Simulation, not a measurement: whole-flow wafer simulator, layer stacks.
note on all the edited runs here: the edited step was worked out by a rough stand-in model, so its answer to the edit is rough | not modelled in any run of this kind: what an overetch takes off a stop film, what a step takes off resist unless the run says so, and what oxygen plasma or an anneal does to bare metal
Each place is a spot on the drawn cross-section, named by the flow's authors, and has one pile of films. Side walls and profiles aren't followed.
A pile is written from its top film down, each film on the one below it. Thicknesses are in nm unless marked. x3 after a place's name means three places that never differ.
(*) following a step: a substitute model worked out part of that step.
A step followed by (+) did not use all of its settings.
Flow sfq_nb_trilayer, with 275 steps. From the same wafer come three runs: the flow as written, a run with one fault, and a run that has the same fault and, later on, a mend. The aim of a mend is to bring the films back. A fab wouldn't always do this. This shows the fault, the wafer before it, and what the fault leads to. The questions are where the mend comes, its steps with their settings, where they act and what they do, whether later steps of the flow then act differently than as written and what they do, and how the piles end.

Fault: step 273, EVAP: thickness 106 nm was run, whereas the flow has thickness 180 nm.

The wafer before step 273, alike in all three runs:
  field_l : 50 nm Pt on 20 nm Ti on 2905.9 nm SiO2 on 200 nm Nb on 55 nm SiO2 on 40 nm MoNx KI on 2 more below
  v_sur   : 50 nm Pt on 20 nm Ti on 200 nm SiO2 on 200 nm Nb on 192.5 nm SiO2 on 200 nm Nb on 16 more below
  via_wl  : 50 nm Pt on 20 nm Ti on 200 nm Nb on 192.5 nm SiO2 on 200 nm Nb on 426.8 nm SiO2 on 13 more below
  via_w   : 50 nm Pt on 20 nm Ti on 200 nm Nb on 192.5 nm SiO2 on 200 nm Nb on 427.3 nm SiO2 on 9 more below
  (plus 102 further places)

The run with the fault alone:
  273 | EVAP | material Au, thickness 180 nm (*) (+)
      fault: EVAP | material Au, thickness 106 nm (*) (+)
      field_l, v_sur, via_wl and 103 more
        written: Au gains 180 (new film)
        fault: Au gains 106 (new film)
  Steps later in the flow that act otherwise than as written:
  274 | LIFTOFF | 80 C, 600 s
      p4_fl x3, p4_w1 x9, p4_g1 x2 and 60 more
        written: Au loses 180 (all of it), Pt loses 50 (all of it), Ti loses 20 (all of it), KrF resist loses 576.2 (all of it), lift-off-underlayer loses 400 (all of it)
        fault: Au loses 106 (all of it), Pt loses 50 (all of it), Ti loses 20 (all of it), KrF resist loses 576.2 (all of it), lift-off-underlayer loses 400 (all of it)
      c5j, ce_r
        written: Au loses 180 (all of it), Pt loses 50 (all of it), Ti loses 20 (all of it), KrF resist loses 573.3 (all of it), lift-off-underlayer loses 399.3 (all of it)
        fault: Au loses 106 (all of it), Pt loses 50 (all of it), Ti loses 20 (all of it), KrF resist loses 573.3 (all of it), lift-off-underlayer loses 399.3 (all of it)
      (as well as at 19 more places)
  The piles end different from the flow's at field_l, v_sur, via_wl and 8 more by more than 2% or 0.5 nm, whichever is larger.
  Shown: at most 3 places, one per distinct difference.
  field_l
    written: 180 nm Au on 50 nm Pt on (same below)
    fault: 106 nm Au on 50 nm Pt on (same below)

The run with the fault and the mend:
  After step 273 comes the mend.
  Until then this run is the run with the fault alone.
  273a | EVAP | material Au, thickness 74 nm (*) (+) (the flow's step 273, run once more with other settings)
      field_l, v_sur, via_wl and 103 more
        Au gains 74
  Later steps of the flow that are run all act as written at every place that is followed.
  At every place that both follow, the piles at the end match the flow's.
